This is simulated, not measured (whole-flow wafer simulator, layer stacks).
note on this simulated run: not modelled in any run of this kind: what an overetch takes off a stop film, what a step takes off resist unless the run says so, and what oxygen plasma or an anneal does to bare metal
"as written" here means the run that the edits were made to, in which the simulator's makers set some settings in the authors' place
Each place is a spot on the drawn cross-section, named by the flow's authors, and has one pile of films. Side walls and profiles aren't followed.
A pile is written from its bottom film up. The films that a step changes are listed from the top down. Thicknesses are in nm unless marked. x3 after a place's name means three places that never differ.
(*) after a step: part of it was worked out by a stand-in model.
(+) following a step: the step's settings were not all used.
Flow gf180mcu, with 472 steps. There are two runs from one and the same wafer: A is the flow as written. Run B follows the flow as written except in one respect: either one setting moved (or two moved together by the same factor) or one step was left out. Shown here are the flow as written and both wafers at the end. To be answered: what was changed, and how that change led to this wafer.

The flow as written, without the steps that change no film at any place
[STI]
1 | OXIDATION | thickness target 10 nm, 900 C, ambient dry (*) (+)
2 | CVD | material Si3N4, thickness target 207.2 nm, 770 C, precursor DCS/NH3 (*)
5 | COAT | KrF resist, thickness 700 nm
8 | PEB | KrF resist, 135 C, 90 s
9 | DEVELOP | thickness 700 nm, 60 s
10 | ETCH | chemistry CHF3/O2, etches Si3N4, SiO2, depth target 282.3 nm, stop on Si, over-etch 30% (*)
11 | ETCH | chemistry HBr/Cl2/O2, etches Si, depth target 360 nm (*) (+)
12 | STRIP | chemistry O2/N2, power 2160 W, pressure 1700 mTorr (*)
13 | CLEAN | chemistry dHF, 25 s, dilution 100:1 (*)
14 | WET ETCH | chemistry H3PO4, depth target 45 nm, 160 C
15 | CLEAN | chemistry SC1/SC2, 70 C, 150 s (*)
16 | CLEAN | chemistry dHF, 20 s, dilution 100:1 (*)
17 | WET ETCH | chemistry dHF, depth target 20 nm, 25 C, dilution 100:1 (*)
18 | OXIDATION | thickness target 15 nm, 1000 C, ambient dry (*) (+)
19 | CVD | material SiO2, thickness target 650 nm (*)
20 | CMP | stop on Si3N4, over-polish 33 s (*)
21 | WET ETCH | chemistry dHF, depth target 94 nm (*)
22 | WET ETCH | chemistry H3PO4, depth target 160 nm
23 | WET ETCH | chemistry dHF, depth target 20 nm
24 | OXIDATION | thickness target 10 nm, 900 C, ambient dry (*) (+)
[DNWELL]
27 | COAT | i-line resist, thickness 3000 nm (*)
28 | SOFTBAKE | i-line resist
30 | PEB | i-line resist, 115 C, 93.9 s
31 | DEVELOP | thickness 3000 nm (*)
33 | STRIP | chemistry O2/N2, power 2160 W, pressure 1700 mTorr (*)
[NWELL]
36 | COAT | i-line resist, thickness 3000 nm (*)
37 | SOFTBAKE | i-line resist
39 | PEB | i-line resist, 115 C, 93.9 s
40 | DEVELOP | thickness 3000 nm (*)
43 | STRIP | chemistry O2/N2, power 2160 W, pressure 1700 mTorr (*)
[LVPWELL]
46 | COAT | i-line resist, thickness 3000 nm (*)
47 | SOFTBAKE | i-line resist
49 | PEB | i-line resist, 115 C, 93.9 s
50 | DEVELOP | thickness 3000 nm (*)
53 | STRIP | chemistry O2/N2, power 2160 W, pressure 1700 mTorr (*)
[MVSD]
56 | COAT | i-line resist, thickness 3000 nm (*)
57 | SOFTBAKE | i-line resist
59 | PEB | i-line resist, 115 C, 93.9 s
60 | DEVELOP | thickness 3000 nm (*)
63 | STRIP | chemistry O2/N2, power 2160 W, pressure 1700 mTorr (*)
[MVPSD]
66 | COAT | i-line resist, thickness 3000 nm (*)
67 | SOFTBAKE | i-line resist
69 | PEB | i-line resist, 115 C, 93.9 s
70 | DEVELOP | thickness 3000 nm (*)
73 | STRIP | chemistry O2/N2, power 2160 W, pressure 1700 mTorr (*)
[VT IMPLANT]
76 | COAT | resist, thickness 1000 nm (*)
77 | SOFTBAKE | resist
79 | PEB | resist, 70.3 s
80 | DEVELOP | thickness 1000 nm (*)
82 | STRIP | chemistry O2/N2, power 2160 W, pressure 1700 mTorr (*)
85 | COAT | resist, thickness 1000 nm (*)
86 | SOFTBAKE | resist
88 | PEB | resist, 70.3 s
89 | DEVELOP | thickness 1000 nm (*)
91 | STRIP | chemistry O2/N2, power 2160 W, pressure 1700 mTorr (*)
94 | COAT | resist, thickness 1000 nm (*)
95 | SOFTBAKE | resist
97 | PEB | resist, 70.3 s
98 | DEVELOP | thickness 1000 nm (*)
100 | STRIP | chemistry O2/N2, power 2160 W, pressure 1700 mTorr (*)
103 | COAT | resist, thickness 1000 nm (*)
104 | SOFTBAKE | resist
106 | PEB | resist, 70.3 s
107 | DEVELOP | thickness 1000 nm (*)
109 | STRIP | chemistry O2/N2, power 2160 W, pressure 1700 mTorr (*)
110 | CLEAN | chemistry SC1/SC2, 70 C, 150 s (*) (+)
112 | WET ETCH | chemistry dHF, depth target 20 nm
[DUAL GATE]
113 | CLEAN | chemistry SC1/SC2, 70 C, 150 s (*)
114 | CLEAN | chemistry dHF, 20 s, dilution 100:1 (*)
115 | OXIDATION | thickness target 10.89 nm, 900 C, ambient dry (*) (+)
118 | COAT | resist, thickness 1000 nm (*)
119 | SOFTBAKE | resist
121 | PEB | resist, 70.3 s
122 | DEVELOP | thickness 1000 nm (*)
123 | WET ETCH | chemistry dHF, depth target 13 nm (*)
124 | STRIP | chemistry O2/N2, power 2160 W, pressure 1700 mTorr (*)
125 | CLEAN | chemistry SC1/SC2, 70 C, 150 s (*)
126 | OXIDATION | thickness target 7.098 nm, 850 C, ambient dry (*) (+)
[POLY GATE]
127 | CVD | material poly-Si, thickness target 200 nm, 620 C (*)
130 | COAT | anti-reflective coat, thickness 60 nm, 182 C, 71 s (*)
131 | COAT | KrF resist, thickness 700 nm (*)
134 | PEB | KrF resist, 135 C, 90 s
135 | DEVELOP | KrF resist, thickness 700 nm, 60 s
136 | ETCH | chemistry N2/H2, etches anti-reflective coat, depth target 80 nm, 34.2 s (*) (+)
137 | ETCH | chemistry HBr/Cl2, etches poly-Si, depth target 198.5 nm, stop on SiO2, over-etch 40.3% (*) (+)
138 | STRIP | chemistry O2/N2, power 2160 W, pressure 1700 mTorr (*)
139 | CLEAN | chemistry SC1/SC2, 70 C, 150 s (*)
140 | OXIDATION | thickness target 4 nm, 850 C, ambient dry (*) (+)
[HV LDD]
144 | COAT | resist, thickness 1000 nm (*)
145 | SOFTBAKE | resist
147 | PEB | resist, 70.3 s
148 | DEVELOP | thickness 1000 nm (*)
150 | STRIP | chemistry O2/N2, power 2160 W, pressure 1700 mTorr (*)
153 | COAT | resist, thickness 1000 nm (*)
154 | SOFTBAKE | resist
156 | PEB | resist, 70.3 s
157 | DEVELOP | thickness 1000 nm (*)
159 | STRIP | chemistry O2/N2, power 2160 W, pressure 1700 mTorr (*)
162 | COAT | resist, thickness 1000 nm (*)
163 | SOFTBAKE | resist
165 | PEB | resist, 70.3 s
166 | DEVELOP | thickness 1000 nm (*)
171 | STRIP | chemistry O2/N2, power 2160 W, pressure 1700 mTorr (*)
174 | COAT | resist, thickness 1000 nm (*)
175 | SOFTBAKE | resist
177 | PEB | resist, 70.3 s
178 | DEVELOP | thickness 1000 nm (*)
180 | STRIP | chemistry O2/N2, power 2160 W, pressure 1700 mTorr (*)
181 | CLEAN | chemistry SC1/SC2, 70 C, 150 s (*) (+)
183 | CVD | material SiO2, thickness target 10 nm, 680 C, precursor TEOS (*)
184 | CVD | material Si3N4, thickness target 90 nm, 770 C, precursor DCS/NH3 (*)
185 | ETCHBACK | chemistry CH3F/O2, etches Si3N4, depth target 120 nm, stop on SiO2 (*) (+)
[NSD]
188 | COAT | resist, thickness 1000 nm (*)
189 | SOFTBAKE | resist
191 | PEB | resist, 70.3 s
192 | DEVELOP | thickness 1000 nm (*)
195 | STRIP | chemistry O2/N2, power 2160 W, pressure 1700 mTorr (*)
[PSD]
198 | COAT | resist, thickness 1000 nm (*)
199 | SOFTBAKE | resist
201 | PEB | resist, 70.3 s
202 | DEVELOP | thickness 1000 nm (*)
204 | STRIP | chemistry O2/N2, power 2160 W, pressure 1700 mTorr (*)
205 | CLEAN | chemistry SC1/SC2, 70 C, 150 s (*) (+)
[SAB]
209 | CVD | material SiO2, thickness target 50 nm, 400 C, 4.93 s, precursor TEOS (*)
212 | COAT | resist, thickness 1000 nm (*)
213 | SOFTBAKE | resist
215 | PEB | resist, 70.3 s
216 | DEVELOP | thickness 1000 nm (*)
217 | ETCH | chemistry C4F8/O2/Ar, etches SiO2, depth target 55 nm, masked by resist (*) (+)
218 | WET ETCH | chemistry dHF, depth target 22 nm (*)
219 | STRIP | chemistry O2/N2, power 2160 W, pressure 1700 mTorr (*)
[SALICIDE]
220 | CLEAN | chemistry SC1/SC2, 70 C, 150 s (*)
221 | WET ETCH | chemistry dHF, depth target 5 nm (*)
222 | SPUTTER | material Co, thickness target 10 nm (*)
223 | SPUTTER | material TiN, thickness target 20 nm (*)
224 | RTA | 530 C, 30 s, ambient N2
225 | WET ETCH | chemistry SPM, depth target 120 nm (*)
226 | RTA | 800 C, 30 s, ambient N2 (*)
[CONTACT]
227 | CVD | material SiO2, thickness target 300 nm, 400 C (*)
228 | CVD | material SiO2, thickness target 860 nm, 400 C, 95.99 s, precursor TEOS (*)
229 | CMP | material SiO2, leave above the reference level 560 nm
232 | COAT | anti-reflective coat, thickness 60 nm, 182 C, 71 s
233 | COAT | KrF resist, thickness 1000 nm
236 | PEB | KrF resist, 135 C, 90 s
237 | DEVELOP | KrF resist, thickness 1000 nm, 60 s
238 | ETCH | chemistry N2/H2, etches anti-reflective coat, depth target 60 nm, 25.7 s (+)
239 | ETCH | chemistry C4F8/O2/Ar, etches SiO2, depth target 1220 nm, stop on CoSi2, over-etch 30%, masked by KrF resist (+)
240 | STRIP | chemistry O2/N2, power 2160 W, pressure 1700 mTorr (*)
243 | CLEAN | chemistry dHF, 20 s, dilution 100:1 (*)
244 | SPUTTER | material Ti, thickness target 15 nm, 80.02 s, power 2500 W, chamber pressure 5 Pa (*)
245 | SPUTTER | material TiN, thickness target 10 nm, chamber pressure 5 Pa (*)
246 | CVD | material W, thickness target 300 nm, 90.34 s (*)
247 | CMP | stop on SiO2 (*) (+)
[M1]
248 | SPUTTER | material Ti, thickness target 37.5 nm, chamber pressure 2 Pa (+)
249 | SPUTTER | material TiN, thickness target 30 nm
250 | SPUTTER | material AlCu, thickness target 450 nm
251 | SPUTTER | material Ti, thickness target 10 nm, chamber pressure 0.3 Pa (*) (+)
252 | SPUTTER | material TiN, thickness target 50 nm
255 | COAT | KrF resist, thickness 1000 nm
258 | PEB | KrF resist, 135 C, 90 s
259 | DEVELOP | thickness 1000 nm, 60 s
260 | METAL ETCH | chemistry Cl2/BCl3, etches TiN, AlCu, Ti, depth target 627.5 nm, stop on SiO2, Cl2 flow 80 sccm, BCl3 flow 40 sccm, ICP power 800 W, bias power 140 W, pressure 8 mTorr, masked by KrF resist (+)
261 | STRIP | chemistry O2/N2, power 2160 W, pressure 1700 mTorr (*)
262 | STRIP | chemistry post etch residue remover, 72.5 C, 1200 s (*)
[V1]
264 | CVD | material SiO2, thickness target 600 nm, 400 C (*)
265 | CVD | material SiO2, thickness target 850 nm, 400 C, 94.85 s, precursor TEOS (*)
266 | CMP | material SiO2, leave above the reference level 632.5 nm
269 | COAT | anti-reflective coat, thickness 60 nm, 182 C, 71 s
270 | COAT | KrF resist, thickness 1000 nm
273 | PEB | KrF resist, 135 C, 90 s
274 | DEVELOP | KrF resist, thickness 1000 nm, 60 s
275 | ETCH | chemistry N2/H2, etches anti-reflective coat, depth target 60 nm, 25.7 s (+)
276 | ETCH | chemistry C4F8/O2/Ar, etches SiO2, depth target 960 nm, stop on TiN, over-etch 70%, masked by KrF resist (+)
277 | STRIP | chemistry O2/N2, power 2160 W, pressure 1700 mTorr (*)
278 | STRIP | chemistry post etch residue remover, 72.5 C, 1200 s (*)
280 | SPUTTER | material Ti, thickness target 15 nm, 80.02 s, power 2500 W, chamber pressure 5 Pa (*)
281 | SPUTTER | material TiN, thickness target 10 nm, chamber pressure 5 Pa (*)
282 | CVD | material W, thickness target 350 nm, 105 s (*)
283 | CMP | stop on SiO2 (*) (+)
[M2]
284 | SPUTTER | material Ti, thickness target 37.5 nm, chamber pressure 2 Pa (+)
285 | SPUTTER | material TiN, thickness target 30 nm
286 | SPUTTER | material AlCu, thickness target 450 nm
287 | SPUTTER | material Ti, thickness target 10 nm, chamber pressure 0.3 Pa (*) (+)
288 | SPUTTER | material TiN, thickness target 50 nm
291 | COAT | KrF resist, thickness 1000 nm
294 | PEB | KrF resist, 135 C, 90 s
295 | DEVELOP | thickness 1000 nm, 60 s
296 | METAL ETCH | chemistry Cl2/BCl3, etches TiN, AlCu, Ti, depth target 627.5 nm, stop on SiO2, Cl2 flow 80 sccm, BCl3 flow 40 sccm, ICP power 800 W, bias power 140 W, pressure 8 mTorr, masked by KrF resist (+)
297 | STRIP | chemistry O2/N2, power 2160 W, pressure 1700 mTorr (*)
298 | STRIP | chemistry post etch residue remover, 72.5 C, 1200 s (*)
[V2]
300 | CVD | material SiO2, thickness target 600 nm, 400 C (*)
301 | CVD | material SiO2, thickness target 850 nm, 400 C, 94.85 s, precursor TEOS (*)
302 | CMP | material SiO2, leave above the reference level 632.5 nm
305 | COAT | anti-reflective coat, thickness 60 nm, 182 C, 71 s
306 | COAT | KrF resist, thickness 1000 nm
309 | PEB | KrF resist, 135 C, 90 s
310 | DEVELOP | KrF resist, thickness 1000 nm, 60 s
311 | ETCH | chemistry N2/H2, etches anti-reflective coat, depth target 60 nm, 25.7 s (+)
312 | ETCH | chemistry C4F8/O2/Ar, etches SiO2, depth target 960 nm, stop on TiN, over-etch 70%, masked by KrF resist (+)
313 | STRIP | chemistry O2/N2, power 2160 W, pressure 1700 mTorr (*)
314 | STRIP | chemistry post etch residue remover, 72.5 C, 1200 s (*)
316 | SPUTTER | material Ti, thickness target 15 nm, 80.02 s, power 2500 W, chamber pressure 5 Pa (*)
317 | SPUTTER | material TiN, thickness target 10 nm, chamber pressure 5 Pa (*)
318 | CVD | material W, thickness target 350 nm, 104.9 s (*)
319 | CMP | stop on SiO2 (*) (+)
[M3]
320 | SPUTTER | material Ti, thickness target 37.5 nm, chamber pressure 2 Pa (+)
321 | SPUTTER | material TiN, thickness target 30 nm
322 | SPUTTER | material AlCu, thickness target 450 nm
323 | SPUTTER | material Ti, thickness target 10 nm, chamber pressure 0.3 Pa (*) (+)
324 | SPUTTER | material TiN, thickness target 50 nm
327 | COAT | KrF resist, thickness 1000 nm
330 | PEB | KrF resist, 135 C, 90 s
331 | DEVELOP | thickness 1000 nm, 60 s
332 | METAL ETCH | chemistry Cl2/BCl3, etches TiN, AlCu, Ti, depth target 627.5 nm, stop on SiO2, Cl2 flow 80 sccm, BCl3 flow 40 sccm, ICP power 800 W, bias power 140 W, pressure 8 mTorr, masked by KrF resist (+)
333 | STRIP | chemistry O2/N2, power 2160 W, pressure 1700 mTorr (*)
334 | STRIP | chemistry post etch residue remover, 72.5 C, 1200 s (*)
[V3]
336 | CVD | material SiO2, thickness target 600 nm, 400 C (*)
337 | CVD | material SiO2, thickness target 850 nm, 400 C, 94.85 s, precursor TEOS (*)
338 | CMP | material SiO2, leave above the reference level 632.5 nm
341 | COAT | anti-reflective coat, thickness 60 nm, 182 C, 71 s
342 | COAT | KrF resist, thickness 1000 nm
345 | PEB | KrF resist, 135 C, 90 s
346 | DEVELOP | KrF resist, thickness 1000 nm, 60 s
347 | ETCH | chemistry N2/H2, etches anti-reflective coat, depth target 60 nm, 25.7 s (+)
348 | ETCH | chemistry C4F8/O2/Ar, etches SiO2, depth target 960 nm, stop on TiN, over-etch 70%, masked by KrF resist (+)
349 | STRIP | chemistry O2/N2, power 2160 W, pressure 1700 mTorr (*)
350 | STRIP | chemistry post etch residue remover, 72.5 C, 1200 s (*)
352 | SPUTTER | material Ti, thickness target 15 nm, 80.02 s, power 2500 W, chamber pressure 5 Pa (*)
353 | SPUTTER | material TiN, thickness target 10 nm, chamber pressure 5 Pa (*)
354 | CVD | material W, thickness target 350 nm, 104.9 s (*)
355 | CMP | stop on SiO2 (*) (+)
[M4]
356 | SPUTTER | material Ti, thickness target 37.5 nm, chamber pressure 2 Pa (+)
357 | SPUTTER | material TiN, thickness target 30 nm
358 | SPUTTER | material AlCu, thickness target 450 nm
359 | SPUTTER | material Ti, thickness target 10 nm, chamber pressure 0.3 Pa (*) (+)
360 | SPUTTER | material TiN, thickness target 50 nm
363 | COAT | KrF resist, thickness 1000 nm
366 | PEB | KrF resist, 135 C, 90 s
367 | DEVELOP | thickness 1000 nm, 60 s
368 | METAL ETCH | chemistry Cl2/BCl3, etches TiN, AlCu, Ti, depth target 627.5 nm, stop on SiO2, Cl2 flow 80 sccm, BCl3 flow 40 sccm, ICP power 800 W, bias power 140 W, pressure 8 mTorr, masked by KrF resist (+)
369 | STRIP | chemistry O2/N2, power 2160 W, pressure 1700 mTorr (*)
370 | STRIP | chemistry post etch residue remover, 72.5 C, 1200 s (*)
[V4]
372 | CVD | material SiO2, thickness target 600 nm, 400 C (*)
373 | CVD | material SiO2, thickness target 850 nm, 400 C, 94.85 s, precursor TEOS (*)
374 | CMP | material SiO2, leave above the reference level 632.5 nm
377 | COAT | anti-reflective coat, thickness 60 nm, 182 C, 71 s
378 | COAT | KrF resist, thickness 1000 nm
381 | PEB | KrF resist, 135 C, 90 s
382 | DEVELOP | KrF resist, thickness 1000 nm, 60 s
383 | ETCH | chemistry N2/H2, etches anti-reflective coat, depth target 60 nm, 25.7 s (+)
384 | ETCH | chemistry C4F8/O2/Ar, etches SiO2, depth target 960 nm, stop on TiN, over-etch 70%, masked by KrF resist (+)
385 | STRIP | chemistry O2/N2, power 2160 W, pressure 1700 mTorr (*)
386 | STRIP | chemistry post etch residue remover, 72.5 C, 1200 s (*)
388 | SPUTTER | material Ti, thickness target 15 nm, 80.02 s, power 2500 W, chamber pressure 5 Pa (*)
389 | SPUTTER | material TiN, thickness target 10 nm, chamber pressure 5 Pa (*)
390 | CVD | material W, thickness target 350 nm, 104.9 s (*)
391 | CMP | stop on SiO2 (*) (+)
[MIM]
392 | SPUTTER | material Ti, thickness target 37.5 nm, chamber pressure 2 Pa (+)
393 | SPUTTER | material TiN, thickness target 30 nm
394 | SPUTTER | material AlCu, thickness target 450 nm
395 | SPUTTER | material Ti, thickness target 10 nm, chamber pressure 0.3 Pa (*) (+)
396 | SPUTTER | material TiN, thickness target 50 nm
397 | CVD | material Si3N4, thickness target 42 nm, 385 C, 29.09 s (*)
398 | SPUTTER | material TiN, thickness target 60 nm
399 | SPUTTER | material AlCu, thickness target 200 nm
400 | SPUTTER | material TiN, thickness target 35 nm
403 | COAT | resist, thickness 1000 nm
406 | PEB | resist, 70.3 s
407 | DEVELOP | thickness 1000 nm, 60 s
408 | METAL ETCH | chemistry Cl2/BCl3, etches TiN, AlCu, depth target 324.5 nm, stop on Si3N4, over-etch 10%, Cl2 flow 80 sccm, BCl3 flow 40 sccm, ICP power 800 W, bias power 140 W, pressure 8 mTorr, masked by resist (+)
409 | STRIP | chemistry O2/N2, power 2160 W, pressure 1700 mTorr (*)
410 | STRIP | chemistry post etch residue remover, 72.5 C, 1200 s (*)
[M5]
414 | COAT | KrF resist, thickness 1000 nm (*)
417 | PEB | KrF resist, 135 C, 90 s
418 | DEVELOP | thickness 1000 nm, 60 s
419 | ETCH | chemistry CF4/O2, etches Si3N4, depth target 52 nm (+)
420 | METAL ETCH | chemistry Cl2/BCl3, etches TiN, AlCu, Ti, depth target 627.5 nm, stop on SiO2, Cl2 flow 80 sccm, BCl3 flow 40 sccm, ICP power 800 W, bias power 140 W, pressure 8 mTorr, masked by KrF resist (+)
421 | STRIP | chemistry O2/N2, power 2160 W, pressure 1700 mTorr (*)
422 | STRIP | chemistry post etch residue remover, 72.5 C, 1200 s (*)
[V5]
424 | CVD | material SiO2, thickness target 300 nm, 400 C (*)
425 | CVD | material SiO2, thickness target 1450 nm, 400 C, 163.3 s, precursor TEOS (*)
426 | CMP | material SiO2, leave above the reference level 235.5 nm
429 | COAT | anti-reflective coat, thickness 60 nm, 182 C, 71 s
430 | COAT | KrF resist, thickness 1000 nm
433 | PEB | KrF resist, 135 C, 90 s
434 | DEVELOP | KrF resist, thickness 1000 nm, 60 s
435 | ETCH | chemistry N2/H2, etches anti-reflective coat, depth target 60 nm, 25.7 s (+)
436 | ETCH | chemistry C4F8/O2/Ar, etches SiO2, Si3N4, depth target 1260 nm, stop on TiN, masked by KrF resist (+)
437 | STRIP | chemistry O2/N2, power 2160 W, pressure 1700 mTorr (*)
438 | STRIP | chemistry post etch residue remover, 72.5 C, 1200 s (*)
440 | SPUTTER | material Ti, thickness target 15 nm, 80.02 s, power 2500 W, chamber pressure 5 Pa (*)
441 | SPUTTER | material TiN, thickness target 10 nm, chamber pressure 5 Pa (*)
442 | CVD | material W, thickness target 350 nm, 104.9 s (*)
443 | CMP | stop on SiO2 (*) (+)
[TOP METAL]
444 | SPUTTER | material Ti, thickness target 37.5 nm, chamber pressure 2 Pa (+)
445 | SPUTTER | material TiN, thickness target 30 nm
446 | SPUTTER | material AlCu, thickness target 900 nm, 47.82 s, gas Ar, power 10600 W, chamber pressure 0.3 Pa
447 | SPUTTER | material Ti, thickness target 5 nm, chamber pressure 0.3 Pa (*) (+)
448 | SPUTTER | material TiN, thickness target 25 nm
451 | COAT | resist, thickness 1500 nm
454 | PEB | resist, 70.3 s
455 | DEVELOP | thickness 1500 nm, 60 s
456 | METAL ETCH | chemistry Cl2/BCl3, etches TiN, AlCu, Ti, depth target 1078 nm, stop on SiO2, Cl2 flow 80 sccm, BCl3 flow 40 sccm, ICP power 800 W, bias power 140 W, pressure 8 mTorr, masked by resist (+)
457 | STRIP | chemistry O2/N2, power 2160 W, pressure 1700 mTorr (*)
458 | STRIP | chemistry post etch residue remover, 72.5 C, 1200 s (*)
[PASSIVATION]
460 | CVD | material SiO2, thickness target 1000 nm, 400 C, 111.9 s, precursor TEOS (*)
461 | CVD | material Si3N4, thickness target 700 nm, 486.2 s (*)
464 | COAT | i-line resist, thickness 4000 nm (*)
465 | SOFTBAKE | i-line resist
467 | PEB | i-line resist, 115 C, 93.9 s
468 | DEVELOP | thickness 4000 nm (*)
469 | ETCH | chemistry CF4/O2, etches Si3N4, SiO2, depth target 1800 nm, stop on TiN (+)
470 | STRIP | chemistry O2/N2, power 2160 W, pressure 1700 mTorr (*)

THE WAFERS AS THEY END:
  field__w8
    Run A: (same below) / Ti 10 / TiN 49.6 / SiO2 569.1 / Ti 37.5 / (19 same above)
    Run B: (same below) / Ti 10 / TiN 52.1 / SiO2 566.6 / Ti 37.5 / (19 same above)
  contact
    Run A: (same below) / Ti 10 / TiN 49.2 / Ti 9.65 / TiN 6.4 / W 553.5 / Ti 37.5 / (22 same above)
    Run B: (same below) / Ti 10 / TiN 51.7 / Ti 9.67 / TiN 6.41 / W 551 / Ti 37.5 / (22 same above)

The reason: step 324, SPUTTER: thickness target 52.5 nm was run, whereas the flow has thickness target 50 nm.

How this came from the change, step by step:
  324 | SPUTTER | material TiN, thickness target 50 nm
      field, field__w1, field__w2 and 108 more: A +50 TiN (new film) | B +52.5 TiN (new film)
  332 | METAL ETCH | chemistry Cl2/BCl3, etches TiN, AlCu, Ti, depth target 627.5 nm, stop on SiO2, Cl2 flow 80 sccm, BCl3 flow 40 sccm, ICP power 800 W, bias power 140 W, pressure 8 mTorr, masked by KrF resist (+)
      field, field__w1, field__w2 and 103 more: A -50 TiN (all of it), -10 Ti (all of it), -450 AlCu (all of it), -30 TiN (all of it), -37.5 Ti (all of it) | B -52.5 TiN (all of it), -10 Ti (all of it), -450 AlCu (all of it), -30 TiN (all of it), -37.5 Ti (all of it)
